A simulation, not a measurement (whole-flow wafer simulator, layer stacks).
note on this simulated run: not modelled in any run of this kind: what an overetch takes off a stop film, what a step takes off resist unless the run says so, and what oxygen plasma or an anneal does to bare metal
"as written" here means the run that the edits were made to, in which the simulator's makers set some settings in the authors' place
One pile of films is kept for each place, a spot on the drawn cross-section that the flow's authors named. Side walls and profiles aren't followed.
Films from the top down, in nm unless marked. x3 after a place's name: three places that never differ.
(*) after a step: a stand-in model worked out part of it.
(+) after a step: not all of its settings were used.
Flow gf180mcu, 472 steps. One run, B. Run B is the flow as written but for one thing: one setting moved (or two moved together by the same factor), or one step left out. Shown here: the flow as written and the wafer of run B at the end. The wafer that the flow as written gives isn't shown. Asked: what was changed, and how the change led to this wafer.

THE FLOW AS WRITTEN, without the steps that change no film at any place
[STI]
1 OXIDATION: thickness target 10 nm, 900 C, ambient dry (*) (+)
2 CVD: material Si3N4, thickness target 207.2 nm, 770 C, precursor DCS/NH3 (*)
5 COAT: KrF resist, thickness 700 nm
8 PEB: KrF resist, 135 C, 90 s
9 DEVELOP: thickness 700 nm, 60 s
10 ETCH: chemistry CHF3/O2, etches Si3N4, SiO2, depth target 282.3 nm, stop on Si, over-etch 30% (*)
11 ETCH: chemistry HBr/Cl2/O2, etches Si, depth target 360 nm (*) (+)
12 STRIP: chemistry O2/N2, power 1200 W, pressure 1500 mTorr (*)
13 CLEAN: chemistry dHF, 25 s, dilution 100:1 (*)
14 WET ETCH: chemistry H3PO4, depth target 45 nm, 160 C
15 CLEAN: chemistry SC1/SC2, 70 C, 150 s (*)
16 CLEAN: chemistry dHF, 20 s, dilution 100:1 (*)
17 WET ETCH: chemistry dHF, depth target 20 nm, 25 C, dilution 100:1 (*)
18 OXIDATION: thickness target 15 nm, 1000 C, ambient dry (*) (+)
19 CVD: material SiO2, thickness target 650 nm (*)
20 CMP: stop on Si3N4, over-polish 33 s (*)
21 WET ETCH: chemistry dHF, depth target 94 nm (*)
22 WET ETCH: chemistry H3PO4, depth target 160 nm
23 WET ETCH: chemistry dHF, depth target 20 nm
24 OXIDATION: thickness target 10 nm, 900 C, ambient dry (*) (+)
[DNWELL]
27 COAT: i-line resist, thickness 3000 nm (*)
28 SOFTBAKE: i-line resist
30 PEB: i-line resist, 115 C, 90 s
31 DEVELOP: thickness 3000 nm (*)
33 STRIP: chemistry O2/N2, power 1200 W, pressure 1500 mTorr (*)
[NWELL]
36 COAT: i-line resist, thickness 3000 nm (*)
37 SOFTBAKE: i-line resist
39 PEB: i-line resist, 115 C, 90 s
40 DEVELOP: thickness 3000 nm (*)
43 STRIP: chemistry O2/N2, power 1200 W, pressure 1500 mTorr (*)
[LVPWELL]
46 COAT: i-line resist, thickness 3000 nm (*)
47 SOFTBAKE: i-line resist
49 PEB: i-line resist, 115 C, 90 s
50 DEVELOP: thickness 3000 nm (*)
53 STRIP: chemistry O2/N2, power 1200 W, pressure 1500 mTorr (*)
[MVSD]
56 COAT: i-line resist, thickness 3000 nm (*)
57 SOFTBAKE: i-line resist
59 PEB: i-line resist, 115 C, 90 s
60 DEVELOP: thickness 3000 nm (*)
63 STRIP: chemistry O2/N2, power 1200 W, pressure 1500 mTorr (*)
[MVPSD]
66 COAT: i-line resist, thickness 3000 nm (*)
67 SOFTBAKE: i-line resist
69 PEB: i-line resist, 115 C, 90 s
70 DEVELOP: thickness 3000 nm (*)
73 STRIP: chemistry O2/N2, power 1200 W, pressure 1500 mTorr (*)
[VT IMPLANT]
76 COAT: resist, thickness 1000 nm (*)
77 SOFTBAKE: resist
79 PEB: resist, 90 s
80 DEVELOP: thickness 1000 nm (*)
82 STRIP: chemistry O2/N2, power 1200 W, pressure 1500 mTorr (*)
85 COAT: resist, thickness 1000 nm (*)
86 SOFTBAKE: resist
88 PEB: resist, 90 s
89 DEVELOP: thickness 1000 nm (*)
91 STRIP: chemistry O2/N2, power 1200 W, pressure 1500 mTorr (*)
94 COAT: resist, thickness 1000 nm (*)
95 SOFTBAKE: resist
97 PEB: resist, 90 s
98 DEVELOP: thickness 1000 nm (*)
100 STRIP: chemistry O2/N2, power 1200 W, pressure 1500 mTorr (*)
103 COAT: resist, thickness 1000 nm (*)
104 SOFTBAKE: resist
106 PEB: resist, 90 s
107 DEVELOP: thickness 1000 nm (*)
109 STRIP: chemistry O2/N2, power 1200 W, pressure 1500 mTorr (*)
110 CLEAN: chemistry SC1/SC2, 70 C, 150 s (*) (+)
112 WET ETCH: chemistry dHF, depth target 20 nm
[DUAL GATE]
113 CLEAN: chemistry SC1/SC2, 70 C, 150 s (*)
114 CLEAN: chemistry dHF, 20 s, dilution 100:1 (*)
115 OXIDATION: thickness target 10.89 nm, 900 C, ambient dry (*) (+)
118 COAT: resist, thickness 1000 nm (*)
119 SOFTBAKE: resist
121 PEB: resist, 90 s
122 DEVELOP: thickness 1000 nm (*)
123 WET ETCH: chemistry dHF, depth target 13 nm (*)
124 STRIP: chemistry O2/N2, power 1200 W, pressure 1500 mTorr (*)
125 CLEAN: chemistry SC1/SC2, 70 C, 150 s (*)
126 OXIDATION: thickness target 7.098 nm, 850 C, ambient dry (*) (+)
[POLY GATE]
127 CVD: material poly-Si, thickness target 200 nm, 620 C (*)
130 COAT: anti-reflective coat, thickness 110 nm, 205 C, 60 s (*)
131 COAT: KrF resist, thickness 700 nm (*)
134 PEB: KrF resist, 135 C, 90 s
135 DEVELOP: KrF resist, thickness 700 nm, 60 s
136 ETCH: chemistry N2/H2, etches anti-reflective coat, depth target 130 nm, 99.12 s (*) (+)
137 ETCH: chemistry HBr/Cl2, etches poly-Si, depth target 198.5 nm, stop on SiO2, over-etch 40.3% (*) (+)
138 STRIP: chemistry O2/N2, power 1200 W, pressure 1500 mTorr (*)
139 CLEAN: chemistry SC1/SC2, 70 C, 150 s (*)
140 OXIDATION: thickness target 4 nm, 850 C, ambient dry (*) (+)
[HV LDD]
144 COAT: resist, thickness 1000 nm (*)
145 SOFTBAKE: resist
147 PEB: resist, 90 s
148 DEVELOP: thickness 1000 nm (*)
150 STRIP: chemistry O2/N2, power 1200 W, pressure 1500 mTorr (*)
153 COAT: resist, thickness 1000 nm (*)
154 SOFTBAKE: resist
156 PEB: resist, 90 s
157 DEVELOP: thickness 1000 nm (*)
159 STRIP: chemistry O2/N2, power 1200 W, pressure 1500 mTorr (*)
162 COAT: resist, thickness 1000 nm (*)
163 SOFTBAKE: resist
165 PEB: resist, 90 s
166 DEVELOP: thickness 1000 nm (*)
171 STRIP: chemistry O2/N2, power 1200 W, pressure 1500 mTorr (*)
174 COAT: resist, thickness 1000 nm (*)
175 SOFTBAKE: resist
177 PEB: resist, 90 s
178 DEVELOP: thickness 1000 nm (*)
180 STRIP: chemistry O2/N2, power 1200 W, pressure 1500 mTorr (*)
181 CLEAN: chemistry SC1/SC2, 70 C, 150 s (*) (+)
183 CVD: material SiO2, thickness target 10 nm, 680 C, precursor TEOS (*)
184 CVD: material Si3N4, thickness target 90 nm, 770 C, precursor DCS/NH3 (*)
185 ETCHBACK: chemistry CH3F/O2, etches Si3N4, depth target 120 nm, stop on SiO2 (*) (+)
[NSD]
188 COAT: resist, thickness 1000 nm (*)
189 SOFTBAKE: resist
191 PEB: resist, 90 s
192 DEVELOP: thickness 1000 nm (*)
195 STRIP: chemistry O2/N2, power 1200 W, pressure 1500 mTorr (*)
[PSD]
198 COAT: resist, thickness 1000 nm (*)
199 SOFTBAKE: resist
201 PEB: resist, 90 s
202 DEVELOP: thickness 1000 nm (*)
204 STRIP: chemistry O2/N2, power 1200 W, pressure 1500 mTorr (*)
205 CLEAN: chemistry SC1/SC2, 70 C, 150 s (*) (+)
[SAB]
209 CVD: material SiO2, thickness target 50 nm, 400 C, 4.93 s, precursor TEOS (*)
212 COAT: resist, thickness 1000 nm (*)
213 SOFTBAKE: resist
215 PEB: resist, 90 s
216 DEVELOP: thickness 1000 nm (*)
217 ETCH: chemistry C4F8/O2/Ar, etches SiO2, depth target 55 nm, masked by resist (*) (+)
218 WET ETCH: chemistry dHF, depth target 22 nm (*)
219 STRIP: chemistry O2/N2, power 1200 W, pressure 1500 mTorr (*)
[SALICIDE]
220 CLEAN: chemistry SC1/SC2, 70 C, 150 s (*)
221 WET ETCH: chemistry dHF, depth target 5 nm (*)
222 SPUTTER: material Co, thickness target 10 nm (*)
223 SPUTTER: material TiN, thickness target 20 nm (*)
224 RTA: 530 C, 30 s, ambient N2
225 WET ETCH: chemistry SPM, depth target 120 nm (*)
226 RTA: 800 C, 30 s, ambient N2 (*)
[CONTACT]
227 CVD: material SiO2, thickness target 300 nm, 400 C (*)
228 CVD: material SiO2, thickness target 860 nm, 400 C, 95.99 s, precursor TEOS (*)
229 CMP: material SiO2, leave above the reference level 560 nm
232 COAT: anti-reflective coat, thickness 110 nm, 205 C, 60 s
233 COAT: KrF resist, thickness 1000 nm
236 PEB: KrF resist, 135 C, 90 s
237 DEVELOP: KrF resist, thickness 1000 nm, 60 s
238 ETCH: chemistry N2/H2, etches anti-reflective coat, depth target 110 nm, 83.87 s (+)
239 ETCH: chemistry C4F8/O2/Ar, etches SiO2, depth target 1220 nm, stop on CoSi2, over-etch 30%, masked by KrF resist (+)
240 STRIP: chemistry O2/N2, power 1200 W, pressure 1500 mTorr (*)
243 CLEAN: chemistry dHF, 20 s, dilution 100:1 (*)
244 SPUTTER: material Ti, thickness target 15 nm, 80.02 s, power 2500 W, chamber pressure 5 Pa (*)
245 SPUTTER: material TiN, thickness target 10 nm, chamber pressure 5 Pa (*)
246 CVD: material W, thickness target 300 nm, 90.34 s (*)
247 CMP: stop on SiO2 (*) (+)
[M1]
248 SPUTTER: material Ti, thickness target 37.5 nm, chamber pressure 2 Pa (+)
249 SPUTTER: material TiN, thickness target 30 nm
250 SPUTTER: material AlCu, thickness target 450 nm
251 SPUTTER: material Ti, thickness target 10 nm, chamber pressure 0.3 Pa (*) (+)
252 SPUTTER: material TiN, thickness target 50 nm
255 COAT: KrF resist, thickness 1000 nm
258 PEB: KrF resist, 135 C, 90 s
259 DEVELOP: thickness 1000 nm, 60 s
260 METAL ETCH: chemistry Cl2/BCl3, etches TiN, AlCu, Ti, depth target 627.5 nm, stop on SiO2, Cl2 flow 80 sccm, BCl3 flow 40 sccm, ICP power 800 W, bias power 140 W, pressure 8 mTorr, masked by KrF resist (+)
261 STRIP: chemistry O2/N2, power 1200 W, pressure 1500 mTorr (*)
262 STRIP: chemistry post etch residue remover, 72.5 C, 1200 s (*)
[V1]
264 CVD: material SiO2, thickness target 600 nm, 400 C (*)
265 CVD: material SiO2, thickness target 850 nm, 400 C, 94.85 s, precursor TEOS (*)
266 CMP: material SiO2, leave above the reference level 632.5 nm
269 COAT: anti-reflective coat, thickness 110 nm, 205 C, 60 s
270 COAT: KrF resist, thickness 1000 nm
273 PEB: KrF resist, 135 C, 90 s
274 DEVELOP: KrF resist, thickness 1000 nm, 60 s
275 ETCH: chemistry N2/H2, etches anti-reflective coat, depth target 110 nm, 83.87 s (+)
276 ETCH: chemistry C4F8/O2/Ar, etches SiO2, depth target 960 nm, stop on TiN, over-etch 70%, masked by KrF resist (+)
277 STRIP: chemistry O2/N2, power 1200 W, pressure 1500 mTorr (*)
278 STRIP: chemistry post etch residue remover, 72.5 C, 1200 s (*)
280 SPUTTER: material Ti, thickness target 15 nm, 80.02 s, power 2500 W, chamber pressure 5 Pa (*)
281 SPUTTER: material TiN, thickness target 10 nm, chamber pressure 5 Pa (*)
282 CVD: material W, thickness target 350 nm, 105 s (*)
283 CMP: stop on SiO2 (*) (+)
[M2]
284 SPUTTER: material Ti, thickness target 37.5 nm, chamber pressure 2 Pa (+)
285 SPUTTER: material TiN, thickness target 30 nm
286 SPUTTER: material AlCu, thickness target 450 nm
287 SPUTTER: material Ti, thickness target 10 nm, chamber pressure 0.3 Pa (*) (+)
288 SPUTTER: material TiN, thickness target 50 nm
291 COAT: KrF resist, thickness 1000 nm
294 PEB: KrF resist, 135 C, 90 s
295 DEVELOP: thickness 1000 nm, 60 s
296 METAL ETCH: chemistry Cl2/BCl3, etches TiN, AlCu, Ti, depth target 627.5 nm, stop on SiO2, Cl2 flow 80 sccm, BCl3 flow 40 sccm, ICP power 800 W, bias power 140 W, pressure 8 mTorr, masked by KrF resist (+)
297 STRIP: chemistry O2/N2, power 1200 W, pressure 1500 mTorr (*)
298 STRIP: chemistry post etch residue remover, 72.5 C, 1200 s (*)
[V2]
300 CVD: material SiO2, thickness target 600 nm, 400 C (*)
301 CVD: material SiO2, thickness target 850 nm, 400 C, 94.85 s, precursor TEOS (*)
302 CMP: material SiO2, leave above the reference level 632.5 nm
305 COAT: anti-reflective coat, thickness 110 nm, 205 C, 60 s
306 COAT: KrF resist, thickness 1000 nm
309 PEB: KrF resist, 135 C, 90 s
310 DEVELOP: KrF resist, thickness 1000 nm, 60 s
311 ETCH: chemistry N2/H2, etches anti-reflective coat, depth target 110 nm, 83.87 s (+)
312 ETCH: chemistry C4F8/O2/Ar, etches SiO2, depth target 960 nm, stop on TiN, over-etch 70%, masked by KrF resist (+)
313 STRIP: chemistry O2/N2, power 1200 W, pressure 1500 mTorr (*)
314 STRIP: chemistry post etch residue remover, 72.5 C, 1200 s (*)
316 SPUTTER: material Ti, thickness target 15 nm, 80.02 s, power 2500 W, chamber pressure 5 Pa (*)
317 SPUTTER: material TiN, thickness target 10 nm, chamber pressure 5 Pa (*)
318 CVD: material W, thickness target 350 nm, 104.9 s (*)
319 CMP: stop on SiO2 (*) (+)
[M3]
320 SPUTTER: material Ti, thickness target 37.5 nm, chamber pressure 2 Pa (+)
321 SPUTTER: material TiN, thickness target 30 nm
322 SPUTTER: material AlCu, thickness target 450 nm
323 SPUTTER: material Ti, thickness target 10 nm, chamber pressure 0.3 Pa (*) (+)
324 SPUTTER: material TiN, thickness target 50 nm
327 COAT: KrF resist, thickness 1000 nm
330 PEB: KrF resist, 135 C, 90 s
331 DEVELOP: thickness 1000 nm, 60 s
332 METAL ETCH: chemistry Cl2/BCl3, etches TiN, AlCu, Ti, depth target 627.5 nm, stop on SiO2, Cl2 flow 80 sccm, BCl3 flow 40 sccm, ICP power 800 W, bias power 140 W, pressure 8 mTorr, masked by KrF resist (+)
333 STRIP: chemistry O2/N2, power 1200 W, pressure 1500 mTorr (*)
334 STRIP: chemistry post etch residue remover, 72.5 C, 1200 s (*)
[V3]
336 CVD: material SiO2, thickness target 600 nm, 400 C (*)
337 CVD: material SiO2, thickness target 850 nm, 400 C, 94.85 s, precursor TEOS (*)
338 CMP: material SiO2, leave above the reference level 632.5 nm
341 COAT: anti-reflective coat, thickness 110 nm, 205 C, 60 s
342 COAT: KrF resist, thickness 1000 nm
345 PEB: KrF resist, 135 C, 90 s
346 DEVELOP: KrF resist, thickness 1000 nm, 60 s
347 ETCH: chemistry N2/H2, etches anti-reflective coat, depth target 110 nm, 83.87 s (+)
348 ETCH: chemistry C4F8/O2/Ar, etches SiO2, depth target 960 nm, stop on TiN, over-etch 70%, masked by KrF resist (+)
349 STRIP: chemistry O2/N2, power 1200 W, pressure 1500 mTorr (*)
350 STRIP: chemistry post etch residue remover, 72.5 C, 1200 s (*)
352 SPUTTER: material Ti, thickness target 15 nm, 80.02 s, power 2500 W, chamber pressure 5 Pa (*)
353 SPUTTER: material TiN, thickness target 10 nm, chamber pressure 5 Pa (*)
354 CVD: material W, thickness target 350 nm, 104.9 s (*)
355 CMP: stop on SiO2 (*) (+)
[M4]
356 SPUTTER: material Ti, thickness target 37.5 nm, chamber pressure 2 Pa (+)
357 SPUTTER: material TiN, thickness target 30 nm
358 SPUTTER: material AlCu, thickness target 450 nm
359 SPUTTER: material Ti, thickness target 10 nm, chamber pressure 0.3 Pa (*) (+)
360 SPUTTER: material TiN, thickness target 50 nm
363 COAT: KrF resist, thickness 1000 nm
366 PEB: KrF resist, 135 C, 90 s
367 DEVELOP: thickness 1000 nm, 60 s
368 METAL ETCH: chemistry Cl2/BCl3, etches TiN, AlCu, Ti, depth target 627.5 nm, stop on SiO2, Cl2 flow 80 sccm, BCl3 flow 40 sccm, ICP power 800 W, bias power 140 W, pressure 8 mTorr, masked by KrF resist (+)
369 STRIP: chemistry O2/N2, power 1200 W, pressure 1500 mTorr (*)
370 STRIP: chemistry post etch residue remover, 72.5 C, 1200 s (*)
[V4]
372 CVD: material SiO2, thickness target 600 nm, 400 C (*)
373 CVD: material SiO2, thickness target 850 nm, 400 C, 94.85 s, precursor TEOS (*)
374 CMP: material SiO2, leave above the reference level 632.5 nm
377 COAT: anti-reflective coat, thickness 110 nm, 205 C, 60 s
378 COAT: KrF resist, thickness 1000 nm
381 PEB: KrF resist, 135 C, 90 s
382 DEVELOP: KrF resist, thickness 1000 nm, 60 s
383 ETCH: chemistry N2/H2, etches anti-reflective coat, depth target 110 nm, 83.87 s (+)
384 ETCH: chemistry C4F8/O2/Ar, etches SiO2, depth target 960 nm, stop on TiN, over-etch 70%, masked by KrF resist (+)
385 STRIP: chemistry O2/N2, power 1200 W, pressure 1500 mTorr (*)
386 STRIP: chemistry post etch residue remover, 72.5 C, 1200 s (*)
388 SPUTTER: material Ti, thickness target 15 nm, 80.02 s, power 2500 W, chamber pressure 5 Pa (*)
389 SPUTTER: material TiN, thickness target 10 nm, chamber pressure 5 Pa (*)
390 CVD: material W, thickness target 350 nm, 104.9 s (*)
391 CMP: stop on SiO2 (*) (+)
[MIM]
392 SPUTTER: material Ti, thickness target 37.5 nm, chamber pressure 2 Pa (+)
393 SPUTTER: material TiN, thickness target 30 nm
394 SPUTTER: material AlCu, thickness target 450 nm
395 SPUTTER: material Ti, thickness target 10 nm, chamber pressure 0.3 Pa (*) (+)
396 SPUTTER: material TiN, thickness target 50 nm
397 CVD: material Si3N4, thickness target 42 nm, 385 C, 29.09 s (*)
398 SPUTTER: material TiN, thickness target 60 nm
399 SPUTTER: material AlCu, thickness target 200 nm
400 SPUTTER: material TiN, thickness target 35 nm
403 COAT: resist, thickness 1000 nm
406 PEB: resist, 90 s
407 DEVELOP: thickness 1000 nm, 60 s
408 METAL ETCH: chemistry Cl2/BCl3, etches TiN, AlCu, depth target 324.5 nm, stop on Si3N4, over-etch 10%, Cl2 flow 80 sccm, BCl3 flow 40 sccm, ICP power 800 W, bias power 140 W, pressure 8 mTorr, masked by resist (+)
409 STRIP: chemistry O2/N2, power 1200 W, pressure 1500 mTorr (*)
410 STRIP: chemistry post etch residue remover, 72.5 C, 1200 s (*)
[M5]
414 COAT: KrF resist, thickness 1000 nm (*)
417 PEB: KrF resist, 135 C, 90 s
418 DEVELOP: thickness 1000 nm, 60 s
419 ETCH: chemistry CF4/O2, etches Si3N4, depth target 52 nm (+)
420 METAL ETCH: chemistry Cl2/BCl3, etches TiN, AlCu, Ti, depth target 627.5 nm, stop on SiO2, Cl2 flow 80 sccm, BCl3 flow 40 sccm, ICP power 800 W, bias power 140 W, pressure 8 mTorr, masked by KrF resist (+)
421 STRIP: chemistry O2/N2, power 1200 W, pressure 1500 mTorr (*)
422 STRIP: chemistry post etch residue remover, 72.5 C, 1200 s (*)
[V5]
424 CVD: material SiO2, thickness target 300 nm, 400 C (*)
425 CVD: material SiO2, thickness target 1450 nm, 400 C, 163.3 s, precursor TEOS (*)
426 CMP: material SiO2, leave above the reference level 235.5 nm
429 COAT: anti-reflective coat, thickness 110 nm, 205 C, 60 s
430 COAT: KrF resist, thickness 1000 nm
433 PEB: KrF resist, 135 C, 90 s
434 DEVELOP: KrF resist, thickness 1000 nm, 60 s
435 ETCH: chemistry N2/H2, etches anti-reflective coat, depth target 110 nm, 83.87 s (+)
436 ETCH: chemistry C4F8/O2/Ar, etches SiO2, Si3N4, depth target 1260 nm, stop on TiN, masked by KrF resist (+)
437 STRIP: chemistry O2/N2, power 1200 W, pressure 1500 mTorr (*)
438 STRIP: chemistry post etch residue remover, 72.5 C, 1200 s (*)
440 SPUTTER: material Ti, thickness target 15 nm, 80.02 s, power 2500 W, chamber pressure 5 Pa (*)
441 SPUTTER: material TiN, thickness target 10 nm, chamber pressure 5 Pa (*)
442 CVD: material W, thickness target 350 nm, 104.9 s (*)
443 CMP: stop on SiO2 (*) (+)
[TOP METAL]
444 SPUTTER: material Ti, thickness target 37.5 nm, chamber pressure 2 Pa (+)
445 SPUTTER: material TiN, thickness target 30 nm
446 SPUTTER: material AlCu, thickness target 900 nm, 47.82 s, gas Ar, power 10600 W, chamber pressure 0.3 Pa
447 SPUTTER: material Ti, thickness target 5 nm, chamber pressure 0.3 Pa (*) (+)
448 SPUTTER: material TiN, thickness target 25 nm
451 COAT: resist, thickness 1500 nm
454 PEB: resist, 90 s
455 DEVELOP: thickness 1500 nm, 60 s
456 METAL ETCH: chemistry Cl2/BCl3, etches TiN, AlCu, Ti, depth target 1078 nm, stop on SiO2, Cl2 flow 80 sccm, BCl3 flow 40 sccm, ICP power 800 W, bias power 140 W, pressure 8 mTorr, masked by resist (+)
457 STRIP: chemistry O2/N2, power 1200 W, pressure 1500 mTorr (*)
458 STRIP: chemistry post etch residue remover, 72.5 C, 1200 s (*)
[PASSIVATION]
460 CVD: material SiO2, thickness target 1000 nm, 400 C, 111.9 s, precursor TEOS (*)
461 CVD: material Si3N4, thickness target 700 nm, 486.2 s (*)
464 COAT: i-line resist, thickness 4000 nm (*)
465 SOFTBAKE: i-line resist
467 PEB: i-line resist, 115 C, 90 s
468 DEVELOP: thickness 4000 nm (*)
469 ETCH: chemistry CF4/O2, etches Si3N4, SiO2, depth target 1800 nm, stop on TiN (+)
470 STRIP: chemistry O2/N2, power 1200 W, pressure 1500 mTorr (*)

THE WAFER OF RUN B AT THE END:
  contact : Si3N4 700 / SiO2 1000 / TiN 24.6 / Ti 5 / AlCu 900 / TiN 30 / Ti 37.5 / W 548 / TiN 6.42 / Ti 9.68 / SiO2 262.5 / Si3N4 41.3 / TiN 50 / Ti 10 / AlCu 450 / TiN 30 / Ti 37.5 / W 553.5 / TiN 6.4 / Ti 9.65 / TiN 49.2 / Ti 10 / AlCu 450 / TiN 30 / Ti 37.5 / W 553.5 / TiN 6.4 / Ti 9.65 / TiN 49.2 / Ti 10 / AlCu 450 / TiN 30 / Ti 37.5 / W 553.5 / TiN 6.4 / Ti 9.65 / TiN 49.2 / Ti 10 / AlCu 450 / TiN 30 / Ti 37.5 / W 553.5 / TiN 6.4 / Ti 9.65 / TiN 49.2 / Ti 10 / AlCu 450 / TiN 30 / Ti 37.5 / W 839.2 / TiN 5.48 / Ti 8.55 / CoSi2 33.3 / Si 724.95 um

The cause: step 436, ETCH: depth target 567 nm was run, where the flow has depth target 1260 nm.

How the change led to this, step by step:
  436 ETCH: chemistry C4F8/O2/Ar, etches SiO2, Si3N4, depth target 1260 nm, stop on TiN, masked by KrF resist (+)
      contact: SiO2 -567 (as written it would be: SiO2 -829.5 (all of it), Si3N4 -41.3 (all of it))
      field, field__w1, field__w2 and 108 more: KrF resist -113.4 (as written it would be: KrF resist -252)
  437 STRIP: chemistry O2/N2, power 1200 W, pressure 1500 mTorr (*)
      field, field__w1, field__w2 and 108 more: KrF resist -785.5 (all of it), anti-reflective coat -110 (all of it) (as written it would be: KrF resist -646.9 (all of it), anti-reflective coat -110 (all of it))
  440 SPUTTER: material Ti, thickness target 15 nm, 80.02 s, power 2500 W, chamber pressure 5 Pa (*)
      contact: Ti +9.68 (new film) (as written it would be: Ti +8.12 (new film))
  441 SPUTTER: material TiN, thickness target 10 nm, chamber pressure 5 Pa (*)
      contact: TiN +6.42 (new film) (as written it would be: TiN +5.38 (new film))
  442 CVD: material W, thickness target 350 nm, 104.9 s (*)
      contact: W +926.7 (new film) (as written it would be: W +1233.6 (new film))
Counting metal films that touch as one body, contact has 2 bodies (between them, from the top down: SiO2 262.5 / Si3N4 41.3); the flow as written gives 1 body.
